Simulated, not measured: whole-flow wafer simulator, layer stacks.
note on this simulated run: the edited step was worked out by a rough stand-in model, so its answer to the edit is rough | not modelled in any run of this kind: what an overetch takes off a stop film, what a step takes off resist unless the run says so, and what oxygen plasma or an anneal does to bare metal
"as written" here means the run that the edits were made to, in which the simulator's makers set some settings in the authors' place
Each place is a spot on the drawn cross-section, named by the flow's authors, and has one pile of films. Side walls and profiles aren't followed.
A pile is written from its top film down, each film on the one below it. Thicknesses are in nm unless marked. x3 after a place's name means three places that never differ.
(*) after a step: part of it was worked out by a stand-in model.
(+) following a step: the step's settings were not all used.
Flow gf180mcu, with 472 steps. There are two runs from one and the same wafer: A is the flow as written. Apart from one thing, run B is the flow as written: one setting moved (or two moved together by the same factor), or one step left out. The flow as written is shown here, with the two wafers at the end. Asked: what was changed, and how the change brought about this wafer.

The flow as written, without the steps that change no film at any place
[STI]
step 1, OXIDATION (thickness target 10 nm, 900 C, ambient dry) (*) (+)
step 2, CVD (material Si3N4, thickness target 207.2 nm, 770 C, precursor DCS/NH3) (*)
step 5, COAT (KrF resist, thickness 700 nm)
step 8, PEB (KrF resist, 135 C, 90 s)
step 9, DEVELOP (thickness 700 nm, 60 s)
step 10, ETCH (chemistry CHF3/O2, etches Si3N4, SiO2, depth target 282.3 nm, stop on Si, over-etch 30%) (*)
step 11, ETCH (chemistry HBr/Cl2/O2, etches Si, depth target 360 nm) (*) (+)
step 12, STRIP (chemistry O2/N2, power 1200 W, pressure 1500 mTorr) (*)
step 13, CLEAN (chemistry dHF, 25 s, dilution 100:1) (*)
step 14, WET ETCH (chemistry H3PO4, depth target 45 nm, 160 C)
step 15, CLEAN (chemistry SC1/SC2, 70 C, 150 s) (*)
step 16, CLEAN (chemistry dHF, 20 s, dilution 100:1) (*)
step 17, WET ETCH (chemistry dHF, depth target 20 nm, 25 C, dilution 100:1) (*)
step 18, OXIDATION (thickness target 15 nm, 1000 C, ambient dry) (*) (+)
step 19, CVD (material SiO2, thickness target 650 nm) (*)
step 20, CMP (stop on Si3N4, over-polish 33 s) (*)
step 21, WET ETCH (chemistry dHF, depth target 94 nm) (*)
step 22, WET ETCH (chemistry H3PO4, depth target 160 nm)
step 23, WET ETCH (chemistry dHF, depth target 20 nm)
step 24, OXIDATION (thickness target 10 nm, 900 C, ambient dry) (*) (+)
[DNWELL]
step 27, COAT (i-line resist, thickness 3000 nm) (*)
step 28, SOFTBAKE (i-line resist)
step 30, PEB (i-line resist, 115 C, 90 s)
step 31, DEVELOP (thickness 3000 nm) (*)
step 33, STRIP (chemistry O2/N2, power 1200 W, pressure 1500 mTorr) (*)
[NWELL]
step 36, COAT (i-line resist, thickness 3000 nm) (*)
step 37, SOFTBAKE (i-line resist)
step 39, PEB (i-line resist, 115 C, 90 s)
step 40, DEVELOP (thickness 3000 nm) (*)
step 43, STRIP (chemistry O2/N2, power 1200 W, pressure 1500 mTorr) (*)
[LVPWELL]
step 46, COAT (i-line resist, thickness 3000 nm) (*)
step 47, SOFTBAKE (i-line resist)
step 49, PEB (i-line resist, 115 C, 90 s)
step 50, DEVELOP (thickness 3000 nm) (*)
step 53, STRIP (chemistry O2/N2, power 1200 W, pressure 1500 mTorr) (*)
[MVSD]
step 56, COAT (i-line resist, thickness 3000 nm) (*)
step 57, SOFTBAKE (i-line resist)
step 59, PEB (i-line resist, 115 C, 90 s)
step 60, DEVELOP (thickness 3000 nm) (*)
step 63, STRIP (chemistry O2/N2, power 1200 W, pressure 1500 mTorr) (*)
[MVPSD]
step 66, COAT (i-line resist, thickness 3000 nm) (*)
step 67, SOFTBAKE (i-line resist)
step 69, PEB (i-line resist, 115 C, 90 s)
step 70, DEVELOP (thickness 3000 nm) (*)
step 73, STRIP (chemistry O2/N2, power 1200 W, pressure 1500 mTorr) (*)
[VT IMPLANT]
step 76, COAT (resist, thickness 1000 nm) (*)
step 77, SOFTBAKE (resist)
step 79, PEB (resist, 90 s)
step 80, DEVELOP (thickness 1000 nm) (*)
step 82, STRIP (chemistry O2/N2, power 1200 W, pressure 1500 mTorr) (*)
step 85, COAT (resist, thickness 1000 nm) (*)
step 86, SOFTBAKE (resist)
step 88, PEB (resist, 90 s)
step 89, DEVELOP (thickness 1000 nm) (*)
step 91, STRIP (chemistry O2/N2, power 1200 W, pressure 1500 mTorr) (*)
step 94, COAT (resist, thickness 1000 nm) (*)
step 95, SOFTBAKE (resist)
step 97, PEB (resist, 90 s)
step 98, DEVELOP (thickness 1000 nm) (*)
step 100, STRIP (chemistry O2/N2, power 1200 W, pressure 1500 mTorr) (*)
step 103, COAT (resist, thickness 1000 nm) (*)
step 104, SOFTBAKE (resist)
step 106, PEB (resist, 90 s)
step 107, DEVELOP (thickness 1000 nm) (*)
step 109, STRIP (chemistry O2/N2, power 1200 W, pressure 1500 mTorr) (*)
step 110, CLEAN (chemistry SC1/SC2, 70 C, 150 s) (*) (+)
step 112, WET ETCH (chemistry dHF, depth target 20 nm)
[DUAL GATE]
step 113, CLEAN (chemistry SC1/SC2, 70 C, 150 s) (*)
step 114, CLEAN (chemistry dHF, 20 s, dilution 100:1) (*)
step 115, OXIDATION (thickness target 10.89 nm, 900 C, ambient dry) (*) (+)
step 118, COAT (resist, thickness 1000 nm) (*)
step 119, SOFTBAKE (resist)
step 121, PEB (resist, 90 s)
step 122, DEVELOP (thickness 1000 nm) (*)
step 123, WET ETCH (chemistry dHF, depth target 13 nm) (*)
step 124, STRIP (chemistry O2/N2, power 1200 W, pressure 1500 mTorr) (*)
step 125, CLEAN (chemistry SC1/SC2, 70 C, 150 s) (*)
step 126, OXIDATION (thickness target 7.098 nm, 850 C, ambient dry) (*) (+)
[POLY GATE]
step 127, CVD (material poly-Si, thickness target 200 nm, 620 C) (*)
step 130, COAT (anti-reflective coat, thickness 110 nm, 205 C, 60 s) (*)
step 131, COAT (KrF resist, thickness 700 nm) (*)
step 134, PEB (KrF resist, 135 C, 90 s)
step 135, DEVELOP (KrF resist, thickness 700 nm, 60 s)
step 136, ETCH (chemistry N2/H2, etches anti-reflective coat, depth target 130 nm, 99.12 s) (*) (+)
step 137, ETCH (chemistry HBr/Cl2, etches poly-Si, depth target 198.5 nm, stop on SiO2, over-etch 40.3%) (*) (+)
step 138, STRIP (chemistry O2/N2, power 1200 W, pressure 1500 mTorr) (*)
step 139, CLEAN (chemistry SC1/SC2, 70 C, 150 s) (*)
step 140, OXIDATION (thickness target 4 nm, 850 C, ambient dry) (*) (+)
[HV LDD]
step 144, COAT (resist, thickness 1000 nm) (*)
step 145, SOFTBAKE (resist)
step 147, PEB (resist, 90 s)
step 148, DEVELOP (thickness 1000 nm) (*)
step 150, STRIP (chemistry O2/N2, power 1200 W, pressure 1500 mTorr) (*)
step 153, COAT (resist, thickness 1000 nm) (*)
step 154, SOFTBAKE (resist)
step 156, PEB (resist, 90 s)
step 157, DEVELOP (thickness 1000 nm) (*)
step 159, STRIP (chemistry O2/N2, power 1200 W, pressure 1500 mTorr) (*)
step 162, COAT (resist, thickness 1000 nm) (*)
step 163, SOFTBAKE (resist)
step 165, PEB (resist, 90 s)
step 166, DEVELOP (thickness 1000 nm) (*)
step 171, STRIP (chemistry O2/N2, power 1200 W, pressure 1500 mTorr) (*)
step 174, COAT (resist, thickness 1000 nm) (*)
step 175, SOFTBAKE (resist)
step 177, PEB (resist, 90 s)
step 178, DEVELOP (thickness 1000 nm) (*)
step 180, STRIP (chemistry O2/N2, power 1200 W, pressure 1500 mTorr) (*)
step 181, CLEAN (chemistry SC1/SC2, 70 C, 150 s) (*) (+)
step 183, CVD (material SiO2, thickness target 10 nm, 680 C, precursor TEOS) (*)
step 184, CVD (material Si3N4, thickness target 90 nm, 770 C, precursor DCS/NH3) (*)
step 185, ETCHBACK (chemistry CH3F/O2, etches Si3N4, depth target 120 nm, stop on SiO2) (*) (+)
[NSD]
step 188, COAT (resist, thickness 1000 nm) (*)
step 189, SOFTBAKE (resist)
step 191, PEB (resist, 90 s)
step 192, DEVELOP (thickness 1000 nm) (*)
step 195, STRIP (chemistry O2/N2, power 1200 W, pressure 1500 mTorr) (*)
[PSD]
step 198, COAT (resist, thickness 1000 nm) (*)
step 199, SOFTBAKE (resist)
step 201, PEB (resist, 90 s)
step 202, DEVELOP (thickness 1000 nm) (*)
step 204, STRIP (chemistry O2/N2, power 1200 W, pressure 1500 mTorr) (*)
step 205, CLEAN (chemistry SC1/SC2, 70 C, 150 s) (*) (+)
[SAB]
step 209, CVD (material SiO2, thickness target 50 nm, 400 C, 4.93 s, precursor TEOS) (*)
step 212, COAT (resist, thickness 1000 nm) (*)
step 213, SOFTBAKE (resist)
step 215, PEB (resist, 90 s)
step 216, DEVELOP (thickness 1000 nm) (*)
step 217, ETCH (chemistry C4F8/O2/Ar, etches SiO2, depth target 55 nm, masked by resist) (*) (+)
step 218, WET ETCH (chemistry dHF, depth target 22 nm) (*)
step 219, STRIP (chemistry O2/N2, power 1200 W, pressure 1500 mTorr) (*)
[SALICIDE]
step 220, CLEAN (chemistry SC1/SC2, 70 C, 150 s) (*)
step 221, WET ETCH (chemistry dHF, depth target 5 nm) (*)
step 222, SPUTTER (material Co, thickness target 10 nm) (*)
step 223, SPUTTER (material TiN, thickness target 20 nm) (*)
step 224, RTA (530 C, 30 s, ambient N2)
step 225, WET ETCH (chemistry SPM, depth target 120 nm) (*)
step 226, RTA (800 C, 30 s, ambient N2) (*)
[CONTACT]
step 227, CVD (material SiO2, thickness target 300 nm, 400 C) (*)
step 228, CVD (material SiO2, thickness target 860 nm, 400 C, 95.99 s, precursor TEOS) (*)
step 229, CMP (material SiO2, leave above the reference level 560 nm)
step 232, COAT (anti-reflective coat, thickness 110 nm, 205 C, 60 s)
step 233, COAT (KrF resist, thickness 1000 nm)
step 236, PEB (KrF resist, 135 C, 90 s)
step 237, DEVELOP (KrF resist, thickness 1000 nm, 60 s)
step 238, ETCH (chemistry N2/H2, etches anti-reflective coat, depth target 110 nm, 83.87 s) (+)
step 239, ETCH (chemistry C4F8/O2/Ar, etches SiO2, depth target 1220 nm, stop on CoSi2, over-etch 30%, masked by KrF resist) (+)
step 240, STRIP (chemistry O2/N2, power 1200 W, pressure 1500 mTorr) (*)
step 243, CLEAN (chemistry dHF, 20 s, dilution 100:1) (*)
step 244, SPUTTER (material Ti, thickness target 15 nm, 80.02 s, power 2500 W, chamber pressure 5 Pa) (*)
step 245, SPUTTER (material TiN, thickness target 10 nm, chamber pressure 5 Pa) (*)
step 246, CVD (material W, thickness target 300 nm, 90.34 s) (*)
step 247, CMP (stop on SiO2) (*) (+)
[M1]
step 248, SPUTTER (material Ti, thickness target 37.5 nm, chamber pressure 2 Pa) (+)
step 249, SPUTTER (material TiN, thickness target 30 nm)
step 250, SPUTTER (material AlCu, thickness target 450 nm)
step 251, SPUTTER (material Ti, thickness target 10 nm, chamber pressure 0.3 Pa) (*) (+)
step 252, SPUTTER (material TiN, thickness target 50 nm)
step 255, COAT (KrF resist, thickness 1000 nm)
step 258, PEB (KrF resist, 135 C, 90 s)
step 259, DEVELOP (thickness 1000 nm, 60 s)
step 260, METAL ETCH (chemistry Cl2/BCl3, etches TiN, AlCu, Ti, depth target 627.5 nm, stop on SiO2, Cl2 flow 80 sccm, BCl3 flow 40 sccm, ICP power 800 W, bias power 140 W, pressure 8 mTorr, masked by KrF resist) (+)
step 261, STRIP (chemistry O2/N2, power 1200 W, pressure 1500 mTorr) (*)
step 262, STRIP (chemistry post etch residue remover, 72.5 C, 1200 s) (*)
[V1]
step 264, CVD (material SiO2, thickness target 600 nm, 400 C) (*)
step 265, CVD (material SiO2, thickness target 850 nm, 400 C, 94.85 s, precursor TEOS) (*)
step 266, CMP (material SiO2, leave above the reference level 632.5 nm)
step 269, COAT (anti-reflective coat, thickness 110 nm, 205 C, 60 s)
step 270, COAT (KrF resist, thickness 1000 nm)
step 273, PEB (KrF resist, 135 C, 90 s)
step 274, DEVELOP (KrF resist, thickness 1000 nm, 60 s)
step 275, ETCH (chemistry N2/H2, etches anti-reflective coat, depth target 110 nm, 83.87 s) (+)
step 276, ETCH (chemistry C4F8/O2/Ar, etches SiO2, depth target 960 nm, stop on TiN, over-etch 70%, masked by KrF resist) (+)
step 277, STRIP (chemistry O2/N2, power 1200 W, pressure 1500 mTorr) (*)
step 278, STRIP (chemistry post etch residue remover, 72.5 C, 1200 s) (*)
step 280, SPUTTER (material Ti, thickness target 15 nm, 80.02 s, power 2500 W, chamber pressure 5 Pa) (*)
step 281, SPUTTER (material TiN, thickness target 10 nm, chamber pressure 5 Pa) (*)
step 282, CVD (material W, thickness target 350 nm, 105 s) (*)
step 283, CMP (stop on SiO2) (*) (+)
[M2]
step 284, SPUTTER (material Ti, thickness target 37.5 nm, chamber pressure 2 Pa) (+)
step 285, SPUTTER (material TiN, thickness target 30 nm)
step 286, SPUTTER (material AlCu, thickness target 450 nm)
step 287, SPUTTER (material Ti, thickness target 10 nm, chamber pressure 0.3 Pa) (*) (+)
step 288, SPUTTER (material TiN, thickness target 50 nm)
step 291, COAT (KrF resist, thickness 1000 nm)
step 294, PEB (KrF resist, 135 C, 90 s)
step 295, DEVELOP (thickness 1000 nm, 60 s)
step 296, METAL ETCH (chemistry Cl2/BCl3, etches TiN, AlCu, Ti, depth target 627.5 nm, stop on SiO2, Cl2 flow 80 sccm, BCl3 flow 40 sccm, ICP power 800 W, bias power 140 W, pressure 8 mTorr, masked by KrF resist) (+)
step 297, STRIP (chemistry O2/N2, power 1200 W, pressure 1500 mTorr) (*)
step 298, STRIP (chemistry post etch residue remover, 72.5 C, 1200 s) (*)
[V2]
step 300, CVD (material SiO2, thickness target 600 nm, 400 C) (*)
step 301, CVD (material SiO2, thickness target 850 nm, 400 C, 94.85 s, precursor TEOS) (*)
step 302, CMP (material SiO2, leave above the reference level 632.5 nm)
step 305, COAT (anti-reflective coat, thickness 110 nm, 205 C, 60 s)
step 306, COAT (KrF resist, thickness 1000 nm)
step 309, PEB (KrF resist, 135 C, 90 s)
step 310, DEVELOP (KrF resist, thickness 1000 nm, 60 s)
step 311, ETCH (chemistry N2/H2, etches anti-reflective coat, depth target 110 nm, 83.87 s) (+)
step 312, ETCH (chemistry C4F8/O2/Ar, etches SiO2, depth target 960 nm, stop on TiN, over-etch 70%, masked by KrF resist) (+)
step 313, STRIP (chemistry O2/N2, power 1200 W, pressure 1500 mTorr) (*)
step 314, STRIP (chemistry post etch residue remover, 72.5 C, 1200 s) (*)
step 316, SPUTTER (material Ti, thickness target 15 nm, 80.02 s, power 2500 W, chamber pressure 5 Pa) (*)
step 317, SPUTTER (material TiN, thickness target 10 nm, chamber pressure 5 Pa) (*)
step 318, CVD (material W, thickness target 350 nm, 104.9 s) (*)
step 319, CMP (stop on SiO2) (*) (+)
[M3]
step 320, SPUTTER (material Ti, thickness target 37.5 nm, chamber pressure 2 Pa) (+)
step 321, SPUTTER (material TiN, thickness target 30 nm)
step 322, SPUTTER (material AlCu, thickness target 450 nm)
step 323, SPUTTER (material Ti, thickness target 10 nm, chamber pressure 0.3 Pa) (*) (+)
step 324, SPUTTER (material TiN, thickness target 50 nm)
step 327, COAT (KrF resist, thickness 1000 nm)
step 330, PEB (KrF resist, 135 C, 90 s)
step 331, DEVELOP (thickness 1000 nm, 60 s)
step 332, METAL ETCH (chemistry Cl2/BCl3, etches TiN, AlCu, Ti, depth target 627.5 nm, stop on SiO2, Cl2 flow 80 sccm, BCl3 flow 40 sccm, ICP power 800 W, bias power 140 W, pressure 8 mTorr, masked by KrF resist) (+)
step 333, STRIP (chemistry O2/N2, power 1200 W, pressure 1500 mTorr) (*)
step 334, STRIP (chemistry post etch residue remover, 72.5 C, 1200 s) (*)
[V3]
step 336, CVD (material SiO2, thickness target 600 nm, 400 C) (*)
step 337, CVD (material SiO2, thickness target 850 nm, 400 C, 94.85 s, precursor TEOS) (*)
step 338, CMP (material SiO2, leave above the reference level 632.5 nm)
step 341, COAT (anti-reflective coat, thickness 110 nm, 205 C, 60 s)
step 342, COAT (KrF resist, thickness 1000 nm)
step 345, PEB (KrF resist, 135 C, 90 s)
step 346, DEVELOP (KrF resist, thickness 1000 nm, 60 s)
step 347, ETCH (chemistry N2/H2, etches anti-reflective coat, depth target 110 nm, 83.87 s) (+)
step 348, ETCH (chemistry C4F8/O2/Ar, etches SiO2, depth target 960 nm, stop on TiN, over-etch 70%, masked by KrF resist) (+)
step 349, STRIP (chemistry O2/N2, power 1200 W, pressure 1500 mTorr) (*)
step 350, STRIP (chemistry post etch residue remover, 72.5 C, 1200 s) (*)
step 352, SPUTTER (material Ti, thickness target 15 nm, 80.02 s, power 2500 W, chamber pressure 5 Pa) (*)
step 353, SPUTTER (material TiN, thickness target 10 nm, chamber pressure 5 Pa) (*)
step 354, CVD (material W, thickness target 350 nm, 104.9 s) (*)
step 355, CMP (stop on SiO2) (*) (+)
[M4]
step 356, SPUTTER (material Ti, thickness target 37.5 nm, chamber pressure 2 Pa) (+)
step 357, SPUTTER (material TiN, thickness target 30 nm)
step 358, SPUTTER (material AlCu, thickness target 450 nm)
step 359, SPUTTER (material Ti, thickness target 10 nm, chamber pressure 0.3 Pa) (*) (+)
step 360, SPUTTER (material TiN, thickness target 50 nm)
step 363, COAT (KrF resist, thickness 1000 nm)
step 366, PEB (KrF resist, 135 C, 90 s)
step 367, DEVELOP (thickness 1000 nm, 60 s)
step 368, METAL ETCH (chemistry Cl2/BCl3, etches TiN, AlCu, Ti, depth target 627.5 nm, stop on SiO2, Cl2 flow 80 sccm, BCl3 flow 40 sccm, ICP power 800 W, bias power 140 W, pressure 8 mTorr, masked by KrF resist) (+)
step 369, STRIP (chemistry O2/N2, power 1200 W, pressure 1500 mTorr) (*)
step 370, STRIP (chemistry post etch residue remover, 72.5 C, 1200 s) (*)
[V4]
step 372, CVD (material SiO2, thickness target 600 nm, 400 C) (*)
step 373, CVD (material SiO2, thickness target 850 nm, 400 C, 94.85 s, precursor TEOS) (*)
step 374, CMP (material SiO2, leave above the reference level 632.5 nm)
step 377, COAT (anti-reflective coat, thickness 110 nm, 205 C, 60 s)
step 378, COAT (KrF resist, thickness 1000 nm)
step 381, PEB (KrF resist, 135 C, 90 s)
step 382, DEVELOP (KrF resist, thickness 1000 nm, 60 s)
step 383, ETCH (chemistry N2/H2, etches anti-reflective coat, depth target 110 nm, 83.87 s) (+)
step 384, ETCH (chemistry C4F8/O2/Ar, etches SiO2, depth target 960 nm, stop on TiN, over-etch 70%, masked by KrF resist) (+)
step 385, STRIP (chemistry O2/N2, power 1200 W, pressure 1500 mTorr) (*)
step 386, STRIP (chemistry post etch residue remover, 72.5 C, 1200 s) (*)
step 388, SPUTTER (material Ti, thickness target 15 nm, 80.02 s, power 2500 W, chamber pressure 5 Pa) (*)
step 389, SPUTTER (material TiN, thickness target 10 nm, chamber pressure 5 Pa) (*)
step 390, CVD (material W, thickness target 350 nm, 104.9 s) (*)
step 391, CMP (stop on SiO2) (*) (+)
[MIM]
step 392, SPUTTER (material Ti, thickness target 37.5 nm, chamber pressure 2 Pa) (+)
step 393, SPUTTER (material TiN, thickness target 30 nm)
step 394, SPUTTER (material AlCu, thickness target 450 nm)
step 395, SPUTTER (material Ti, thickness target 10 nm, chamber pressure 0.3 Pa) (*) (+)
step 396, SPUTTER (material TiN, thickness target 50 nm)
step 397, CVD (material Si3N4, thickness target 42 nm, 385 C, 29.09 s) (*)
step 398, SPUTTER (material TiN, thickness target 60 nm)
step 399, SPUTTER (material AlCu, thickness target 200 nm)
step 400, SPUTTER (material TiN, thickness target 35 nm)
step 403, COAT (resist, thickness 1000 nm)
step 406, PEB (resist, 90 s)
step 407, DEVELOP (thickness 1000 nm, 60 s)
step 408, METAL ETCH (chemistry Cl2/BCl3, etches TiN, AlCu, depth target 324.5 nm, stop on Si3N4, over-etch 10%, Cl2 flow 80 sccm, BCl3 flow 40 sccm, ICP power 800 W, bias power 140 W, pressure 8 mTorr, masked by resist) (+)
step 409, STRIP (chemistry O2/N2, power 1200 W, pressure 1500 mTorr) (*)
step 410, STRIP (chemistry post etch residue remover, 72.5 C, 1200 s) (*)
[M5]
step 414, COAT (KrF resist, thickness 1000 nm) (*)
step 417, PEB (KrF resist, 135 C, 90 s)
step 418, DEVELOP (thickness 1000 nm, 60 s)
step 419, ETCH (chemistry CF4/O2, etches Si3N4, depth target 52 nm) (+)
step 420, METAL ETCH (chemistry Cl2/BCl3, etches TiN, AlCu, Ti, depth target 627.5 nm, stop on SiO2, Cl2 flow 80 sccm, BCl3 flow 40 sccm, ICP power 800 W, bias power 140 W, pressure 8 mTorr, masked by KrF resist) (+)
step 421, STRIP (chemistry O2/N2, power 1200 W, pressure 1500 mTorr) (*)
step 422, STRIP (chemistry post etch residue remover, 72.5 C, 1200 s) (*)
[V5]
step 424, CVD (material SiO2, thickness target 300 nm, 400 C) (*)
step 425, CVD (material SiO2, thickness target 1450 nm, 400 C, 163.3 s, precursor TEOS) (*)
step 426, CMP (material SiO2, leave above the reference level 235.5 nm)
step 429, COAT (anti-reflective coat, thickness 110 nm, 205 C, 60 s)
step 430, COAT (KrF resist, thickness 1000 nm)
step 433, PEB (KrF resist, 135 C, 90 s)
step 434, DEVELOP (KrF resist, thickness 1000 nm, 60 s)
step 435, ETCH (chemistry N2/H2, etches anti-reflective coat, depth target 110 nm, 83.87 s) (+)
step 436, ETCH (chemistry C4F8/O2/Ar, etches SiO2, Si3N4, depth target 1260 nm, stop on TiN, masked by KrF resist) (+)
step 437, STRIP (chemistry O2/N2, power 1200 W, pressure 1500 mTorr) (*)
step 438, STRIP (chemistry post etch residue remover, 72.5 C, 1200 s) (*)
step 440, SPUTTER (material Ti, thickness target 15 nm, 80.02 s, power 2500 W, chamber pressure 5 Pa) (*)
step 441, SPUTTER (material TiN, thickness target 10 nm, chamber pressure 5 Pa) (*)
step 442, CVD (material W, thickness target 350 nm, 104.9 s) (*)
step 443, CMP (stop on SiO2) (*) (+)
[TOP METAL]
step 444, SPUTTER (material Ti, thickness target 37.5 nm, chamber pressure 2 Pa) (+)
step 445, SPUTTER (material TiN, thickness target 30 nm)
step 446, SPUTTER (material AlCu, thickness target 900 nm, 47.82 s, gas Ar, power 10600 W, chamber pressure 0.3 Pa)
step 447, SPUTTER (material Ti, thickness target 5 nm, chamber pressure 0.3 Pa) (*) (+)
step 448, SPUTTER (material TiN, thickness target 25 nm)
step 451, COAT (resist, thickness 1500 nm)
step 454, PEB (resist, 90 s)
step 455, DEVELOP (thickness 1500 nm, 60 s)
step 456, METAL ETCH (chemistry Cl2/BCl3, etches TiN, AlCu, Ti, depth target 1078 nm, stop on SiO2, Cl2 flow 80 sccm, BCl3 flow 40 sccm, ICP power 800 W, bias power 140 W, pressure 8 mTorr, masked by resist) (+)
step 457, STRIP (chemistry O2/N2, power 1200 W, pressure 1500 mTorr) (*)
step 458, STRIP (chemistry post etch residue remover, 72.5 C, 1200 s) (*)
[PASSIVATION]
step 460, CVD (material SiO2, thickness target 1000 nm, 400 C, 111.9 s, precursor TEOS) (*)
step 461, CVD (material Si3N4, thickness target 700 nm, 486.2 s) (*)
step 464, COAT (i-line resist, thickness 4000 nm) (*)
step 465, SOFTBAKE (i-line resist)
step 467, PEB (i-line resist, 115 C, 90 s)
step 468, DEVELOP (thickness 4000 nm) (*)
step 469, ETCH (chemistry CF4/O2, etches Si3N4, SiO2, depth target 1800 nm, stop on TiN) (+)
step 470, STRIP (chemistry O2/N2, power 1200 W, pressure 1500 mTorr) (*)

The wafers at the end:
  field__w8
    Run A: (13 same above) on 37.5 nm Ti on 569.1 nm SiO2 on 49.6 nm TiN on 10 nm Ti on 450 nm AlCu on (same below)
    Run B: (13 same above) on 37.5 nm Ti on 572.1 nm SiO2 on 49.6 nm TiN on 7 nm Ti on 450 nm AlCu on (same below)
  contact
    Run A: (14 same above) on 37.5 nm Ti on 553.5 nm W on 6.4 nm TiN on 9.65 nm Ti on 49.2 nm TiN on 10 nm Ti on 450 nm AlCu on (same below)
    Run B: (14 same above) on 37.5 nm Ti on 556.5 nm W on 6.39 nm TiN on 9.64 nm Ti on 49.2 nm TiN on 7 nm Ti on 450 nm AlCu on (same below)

What caused this: step 359, SPUTTER: thickness target 7 nm was run, though the flow has thickness target 10 nm.
One can read it off the wafer: field__w8 has Ti 7, and step 359 as written asks for 10 nm.

How this came from the change, step by step:
  step 359, SPUTTER (material Ti, thickness target 10 nm, chamber pressure 0.3 Pa) (*) (+)
      field, field__w1, field__w2 and 108 more: A +10 Ti (new film) | B +7 Ti (new film)
  step 368, METAL ETCH (chemistry Cl2/BCl3, etches TiN, AlCu, Ti, depth target 627.5 nm, stop on SiO2, Cl2 flow 80 sccm, BCl3 flow 40 sccm, ICP power 800 W, bias power 140 W, pressure 8 mTorr, masked by KrF resist) (+)
      field, field__w1, field__w2 and 103 more: A -50 TiN (all of it), -10 Ti (all of it), -450 AlCu (all of it), -30 TiN (all of it), -37.5 Ti (all of it) | B -50 TiN (all of it), -7 Ti (all of it), -450 AlCu (all of it), -30 TiN (all of it), -37.5 Ti (all of it)
